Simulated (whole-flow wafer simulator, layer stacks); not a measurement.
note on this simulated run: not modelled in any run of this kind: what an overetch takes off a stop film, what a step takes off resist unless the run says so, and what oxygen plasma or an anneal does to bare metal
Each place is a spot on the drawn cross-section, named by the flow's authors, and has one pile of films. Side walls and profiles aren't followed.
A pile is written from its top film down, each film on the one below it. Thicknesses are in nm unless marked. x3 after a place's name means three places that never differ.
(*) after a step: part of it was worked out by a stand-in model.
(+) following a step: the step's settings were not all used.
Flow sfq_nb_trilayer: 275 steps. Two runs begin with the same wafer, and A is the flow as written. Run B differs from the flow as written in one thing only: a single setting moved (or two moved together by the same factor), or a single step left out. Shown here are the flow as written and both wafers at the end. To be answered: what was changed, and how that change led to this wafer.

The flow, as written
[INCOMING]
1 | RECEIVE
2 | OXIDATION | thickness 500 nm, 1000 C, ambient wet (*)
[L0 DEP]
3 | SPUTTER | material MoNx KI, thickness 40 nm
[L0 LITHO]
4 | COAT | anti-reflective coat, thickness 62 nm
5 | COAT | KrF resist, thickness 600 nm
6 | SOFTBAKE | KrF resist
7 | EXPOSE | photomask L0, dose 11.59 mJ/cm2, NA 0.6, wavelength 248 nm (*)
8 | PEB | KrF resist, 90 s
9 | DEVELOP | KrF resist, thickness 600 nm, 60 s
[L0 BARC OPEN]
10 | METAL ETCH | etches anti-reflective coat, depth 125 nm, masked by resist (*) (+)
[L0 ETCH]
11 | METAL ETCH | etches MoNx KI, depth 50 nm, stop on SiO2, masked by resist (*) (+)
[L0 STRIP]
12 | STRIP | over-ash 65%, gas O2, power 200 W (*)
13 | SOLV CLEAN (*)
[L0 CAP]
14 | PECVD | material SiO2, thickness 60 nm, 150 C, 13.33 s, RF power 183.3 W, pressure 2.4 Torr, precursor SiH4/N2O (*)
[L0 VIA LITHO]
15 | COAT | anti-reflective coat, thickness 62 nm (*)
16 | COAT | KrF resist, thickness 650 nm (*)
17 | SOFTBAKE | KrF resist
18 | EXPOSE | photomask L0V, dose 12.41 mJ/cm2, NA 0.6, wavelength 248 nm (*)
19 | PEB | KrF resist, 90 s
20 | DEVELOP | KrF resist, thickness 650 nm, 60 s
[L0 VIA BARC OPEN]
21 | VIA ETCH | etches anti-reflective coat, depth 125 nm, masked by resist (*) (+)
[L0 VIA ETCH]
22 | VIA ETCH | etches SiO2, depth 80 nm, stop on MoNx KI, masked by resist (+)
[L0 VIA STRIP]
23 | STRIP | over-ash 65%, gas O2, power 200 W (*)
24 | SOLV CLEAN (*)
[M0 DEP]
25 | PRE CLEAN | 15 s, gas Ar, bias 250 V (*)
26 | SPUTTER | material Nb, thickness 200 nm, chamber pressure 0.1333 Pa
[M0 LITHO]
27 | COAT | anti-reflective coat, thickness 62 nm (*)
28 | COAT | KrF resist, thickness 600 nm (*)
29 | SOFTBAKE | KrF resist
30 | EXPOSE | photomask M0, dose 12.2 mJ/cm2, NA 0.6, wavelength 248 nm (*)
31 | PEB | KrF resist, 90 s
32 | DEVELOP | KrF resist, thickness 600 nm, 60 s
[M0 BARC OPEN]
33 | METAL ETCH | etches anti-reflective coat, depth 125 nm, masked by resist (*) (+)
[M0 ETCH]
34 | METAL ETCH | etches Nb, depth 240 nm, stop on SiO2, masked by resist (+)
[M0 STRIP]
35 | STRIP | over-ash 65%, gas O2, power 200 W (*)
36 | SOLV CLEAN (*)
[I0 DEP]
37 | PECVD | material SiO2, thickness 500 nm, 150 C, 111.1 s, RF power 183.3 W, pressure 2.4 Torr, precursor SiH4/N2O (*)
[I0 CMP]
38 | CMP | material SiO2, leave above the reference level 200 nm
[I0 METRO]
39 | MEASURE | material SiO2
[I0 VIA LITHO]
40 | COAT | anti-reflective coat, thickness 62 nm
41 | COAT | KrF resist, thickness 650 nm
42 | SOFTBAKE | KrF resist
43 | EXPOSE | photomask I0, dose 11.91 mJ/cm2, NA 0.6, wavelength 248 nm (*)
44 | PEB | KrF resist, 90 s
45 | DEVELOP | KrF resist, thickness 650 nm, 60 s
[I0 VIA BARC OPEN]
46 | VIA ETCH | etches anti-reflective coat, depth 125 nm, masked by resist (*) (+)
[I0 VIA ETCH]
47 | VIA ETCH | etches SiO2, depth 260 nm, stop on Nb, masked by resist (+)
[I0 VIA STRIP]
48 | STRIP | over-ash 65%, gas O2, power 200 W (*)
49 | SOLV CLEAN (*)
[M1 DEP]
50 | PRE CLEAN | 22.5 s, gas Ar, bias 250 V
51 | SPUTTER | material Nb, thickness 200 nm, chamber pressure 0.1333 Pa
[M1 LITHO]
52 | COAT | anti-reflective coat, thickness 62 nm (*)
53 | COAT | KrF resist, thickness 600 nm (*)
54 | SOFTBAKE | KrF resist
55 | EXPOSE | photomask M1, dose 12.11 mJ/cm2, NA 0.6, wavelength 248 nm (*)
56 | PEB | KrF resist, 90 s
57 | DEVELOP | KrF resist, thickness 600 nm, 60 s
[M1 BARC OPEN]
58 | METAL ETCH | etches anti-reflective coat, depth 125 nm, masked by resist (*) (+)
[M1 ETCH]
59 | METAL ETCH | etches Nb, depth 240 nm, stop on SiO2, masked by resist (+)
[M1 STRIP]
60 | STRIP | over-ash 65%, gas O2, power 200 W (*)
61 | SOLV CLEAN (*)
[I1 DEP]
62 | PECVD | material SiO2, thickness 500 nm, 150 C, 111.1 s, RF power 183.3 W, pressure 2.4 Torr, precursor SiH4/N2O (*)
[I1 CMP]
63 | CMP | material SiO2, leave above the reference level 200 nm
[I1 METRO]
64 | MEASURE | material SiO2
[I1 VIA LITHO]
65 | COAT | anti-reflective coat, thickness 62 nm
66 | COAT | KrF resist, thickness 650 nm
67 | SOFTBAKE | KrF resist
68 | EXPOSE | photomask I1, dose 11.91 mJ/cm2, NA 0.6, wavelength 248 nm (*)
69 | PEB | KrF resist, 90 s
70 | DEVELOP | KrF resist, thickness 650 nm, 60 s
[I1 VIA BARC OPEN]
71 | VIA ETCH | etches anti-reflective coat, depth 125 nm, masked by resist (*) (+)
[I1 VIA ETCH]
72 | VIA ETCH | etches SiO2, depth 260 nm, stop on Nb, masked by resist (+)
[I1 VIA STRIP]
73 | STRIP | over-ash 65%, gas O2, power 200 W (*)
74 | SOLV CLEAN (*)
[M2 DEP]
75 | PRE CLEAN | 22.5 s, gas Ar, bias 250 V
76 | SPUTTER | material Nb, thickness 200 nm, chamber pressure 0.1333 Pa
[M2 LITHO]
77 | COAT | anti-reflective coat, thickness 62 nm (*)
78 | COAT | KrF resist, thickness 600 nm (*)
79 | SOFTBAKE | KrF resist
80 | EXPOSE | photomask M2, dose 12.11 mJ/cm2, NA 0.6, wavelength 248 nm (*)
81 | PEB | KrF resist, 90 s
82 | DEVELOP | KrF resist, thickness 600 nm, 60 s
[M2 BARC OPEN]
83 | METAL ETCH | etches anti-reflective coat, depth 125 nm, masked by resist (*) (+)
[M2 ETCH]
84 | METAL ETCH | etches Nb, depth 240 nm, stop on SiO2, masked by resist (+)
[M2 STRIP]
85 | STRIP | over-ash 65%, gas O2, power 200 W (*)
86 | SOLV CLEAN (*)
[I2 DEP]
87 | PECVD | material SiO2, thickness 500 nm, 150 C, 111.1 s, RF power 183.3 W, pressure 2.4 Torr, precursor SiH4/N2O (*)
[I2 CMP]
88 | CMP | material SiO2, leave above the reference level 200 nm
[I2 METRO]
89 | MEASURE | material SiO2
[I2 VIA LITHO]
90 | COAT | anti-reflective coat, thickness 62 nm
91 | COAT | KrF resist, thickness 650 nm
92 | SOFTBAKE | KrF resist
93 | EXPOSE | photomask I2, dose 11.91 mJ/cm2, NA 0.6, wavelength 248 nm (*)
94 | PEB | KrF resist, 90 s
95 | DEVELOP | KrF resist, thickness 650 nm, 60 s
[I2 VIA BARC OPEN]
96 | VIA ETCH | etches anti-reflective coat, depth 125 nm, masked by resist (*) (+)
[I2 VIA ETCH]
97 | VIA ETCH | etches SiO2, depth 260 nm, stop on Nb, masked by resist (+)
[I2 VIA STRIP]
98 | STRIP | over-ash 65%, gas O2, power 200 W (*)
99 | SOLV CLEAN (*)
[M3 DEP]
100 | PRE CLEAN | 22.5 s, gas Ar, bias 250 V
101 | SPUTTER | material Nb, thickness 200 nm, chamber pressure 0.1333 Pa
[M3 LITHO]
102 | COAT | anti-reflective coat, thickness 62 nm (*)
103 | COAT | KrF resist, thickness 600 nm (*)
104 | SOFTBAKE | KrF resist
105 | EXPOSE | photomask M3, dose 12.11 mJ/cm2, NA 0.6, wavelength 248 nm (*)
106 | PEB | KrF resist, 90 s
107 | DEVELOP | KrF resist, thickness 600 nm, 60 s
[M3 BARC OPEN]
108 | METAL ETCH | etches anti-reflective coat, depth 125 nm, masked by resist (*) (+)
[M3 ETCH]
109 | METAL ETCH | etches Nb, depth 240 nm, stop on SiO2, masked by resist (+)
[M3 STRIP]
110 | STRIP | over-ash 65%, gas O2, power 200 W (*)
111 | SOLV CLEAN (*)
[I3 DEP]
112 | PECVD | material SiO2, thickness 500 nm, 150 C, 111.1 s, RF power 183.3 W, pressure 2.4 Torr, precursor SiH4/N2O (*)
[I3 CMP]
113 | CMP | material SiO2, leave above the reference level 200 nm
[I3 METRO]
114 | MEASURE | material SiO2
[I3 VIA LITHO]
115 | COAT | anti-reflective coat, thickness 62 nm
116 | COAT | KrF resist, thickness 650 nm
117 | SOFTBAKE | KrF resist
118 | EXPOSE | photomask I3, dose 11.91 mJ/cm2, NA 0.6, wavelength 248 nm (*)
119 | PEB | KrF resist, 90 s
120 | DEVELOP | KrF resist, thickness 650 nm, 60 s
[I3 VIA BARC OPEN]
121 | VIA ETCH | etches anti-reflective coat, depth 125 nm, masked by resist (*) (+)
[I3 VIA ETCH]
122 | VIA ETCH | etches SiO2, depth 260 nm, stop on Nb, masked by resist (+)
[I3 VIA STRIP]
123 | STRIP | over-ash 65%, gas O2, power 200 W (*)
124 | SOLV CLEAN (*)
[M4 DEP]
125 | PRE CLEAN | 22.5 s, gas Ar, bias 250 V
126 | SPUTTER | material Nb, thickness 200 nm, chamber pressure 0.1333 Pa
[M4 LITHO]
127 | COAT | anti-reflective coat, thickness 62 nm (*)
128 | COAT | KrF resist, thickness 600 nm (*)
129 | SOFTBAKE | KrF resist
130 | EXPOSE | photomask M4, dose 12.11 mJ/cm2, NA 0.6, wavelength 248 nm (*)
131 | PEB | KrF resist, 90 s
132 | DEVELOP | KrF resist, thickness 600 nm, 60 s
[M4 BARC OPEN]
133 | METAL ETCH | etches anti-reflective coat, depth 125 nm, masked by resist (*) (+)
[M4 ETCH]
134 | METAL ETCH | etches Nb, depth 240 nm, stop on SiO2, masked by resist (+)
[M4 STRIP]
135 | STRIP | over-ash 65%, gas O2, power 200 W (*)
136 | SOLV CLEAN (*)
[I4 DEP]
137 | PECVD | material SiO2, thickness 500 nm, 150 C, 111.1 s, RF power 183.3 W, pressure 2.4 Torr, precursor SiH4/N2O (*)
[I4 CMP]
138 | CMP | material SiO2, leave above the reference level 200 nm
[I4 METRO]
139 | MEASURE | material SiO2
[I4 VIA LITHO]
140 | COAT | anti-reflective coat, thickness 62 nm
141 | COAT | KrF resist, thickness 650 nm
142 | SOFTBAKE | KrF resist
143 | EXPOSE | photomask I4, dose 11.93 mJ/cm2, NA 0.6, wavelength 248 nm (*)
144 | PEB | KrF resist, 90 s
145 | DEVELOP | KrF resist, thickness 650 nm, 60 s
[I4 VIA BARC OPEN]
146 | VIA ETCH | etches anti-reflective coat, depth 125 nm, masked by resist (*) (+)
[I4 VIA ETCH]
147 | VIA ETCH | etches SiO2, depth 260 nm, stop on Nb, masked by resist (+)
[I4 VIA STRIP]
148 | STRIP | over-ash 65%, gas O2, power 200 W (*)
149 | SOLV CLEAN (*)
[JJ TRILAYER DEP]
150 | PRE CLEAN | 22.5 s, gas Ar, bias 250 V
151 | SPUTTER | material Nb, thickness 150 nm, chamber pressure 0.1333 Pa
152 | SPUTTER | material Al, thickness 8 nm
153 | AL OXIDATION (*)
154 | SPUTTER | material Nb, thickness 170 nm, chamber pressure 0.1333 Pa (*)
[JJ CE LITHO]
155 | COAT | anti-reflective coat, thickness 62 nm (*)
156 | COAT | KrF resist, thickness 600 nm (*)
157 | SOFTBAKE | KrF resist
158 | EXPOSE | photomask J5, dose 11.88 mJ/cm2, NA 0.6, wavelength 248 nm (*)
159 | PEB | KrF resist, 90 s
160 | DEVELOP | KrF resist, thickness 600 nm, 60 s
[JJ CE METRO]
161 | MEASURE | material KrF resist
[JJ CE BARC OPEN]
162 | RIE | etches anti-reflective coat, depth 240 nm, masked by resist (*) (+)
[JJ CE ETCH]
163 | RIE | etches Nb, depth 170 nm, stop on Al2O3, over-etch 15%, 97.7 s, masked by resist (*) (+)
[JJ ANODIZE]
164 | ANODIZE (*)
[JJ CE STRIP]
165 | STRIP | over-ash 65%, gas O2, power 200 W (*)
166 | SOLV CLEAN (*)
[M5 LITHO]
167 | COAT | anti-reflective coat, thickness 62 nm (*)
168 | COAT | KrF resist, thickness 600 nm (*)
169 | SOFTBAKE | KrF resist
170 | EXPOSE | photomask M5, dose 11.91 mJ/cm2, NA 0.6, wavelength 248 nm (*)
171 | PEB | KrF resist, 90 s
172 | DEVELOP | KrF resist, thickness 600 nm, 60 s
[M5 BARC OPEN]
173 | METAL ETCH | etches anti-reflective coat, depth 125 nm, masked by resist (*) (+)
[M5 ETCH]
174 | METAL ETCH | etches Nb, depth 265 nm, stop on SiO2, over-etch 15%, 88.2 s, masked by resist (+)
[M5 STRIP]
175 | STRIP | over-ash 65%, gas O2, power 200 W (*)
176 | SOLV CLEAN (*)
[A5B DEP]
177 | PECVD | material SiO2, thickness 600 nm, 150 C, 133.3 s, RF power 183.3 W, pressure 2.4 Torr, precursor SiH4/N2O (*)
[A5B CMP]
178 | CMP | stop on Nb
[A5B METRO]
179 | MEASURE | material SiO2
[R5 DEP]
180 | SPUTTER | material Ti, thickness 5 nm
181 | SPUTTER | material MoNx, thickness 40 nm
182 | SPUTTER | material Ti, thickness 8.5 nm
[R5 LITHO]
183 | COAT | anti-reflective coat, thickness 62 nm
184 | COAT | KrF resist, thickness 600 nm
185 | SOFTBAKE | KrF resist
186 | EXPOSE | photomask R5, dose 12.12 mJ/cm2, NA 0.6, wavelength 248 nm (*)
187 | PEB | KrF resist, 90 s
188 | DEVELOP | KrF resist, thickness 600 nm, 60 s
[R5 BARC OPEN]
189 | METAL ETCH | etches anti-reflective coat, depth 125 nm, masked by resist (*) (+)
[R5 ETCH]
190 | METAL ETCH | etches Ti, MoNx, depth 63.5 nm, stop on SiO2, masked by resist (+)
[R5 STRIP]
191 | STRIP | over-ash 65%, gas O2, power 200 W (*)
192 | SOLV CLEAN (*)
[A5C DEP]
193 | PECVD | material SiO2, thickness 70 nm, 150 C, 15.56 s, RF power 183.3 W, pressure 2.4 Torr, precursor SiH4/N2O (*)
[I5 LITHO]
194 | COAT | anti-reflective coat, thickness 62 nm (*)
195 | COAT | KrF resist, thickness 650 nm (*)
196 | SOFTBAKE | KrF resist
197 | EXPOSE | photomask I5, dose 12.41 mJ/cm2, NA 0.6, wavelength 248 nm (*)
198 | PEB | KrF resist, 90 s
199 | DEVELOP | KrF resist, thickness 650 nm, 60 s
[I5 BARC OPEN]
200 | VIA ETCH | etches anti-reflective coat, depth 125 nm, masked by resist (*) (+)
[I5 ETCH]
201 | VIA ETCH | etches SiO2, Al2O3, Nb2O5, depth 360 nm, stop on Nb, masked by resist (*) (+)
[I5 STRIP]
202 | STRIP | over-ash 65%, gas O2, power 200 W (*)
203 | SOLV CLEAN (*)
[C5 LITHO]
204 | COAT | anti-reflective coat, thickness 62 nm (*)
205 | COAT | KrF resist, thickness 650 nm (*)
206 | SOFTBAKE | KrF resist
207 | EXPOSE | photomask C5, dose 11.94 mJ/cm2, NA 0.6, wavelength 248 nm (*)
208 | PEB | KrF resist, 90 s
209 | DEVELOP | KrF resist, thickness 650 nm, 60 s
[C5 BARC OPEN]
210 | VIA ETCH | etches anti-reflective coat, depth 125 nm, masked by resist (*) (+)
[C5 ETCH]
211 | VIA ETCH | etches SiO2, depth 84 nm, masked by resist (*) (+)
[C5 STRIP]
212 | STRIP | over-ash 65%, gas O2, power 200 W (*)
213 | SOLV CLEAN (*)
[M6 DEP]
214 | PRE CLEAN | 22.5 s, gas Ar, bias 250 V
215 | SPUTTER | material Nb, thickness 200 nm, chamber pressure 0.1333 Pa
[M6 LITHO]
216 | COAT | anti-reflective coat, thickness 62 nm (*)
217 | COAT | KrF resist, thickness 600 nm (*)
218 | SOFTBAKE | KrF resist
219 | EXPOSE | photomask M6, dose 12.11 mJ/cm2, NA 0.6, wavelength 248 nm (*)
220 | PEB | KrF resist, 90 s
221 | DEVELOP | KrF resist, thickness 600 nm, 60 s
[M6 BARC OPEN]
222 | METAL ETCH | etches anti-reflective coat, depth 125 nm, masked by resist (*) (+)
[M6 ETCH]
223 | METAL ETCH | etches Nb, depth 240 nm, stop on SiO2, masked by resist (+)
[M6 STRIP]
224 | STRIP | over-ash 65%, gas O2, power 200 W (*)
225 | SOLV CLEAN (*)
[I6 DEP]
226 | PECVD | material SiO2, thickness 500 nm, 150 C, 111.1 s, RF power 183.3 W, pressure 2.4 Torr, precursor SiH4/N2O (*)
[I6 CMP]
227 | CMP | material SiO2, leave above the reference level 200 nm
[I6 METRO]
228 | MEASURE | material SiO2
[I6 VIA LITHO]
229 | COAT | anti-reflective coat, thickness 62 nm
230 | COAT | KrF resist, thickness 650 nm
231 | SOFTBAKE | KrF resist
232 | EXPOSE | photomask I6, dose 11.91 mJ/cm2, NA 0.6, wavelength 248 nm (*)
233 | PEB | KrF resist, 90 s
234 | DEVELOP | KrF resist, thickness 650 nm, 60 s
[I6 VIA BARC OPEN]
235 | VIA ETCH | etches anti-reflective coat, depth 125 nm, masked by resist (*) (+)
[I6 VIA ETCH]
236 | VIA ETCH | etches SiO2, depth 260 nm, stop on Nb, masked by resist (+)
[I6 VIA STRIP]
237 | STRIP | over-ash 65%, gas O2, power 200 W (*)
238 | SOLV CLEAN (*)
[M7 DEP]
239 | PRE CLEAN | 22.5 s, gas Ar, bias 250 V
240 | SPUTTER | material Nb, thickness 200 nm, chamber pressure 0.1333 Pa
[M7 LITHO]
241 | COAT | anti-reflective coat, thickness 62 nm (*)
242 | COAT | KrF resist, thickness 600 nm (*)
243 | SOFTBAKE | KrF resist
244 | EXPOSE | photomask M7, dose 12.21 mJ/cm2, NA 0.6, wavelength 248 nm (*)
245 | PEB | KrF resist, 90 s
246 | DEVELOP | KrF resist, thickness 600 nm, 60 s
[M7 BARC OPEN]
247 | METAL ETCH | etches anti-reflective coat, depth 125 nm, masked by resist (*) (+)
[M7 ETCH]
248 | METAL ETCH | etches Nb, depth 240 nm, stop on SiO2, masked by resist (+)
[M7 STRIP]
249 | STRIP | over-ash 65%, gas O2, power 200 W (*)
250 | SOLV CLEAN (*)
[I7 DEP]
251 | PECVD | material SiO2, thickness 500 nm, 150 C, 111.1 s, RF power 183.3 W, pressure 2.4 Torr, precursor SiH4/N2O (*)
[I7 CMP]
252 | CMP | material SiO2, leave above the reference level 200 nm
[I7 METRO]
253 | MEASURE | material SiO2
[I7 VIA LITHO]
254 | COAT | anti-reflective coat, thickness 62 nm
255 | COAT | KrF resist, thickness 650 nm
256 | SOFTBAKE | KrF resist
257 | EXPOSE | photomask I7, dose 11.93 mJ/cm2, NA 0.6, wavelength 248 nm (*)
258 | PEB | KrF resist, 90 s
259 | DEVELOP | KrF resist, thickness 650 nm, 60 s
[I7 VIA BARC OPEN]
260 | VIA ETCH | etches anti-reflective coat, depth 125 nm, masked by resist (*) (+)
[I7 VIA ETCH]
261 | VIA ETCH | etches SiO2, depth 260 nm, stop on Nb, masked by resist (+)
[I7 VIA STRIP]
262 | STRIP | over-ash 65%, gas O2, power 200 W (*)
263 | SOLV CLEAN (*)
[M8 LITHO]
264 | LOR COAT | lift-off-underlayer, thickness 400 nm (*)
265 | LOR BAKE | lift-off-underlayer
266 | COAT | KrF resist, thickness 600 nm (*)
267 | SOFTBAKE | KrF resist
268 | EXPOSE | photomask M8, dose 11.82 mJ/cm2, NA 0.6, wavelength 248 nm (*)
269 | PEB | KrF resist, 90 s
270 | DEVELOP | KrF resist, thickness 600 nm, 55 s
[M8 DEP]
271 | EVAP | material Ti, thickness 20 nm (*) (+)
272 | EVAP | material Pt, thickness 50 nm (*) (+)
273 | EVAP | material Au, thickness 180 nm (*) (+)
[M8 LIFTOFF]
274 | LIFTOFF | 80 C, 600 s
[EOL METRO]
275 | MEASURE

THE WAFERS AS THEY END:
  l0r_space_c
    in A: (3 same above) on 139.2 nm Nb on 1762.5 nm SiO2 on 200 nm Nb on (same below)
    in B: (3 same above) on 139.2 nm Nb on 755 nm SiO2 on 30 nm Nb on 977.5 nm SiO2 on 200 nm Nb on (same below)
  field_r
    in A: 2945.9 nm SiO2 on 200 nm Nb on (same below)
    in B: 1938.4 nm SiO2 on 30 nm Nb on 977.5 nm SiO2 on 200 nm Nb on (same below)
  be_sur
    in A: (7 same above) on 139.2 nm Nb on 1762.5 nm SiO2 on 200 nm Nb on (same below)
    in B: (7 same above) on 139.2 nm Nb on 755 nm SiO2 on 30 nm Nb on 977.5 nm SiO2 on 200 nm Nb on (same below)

The reason: step 109, METAL ETCH: depth 170 nm was run, whereas the flow has depth 240 nm.

Step by step, how the change led to this:
  109 | METAL ETCH | etches Nb, depth 240 nm, stop on SiO2, masked by resist (+)
      field_l, be, be_sur and 72 more: A Nb loses 200 (all of it) | B Nb loses 170
      v_sur, via_wl, via_w and 28 more: A KrF resist loses 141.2 | B KrF resist loses 100
  110 | STRIP | over-ash 65%, gas O2, power 200 W (*)
      p4_w1, p4_w2, p4_w3 and 21 more: A KrF resist loses 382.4 (all of it), anti-reflective coat loses 62 (all of it) | B KrF resist loses 423.6 (all of it), anti-reflective coat loses 62 (all of it)
      via_wl, via_wr: A KrF resist loses 384.2 (all of it), anti-reflective coat loses 34.2 (all of it) | B KrF resist loses 425.4 (all of it), anti-reflective coat loses 34.2 (all of it)
      (and at 5 other places as well)
  112 | PECVD | material SiO2, thickness 500 nm, 150 C, 111.1 s, RF power 183.3 W, pressure 2.4 Torr, precursor SiH4/N2O (*)
      field_l, be, be_sur and 64 more: A SiO2 gains 500 | B SiO2 gains 500 (new film)
      p4_g1, p4_g2, p3_s0, p3_s1, p3_s2, p3_s3, p3_s4, p3_s5: A SiO2 gains 557.1 | B SiO2 gains 527.1 (new film)
  113 | CMP | material SiO2, leave above the reference level 200 nm
      field_l, be, be_sur and 64 more: A SiO2 loses 100 | B SiO2 loses 130
If metal films that touch count as one body, l0r_space_c has 3 bodies (between them, from the top down: SiO2 755; SiO2 977.5); the flow as written gives 2 bodies (between them, from the top down: SiO2 1762.5).
If metal films that touch count as one body, field_r has 2 bodies (between them, from the top down: SiO2 977.5); the flow as written gives 1 body.
If metal films that touch count as one body, be_sur has 5 bodies (between them, from the top down: SiO2 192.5; SiO2 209 / Al2O3 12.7 / Nb2O5 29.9; SiO2 755; SiO2 977.5); the flow as written gives 4 bodies (between them, from the top down: SiO2 192.5; SiO2 209 / Al2O3 12.7 / Nb2O5 29.9; SiO2 1762.5).
